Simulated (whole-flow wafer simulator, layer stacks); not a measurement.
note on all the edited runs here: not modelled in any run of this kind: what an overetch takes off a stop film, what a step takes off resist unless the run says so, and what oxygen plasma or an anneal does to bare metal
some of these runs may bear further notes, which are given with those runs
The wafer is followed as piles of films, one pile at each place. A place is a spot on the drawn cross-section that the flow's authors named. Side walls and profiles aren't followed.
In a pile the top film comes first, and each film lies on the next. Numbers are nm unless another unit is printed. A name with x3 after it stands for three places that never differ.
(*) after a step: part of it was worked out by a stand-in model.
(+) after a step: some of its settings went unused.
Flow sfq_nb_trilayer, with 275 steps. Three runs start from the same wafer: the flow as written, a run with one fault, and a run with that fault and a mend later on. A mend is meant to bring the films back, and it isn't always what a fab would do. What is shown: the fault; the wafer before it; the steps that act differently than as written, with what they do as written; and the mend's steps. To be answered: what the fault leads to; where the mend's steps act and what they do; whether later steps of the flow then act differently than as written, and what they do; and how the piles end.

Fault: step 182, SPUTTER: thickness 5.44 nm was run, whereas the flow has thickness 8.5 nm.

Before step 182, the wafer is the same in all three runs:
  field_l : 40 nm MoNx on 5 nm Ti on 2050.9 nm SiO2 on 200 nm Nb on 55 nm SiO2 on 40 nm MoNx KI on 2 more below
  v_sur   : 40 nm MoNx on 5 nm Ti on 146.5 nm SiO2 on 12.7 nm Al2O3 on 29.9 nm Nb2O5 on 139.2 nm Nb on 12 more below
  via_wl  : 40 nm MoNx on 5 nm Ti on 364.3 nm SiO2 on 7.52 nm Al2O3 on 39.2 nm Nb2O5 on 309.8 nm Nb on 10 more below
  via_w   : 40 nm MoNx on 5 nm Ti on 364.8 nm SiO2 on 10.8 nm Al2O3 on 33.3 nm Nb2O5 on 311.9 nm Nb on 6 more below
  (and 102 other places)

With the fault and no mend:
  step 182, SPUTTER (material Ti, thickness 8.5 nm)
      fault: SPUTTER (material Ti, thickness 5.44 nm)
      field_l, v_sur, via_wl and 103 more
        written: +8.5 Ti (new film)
        fault: +5.44 Ti (new film)
  Later steps of the flow acting differently than as written (15 other steps are not shown; they differ only slightly, by no more than 2% or 0.5 nm, whichever is larger):
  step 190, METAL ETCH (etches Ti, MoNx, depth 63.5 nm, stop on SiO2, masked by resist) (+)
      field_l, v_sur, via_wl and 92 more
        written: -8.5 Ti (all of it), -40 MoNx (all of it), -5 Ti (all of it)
        fault: -5.44 Ti (all of it), -40 MoNx (all of it), -5 Ti (all of it)
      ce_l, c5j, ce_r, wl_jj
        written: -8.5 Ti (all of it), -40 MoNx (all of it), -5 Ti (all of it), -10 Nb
        fault: -5.44 Ti (all of it), -40 MoNx (all of it), -5 Ti (all of it), -13.1 Nb
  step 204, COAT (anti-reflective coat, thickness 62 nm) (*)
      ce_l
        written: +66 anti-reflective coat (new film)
        fault: +67.4 anti-reflective coat (new film)
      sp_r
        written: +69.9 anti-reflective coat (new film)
        fault: +68.5 anti-reflective coat (new film)
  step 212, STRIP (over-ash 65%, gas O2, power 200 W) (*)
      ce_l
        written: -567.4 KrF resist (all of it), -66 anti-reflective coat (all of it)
        fault: -568 KrF resist (all of it), -67.4 anti-reflective coat (all of it)
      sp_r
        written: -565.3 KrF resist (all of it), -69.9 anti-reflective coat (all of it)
        fault: -565.1 KrF resist (all of it), -68.5 anti-reflective coat (all of it)
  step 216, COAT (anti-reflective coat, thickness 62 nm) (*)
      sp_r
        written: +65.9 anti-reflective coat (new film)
        fault: +64.5 anti-reflective coat (new film)
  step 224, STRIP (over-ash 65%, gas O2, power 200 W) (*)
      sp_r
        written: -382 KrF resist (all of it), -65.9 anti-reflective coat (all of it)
        fault: -382.1 KrF resist (all of it), -64.5 anti-reflective coat (all of it)
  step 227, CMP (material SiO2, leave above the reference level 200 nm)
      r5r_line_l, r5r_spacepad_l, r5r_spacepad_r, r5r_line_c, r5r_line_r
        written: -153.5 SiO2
        fault: -150.4 SiO2
  The piles end different from the flow's at be_r, r_sur, res, r_end, r5r_line_l, r5r_line_c, r5r_line_r by more than 2% or 0.5 nm, whichever is larger.
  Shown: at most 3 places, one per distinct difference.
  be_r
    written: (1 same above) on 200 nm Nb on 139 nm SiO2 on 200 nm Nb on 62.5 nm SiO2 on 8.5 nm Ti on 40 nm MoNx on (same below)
    fault: (1 same above) on 200 nm Nb on 142.1 nm SiO2 on 200 nm Nb on 62.5 nm SiO2 on 5.44 nm Ti on 40 nm MoNx on (same below)
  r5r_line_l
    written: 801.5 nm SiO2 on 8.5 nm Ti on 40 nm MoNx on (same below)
    fault: 804.6 nm SiO2 on 5.44 nm Ti on 40 nm MoNx on (same below)
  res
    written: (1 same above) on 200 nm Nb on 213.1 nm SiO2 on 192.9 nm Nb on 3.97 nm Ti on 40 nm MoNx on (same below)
    fault: (1 same above) on 200 nm Nb on 216.2 nm SiO2 on 192.9 nm Nb on 0.91 nm Ti on 40 nm MoNx on (same below)

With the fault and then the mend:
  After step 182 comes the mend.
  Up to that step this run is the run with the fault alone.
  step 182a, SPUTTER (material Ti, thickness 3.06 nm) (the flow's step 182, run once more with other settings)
      field_l, v_sur, via_wl and 103 more
        +3.06 Ti
  None of the later steps of the flow acts differently than as written at any place that is followed.
  At every place that both follow, the piles at the end match the flow's.
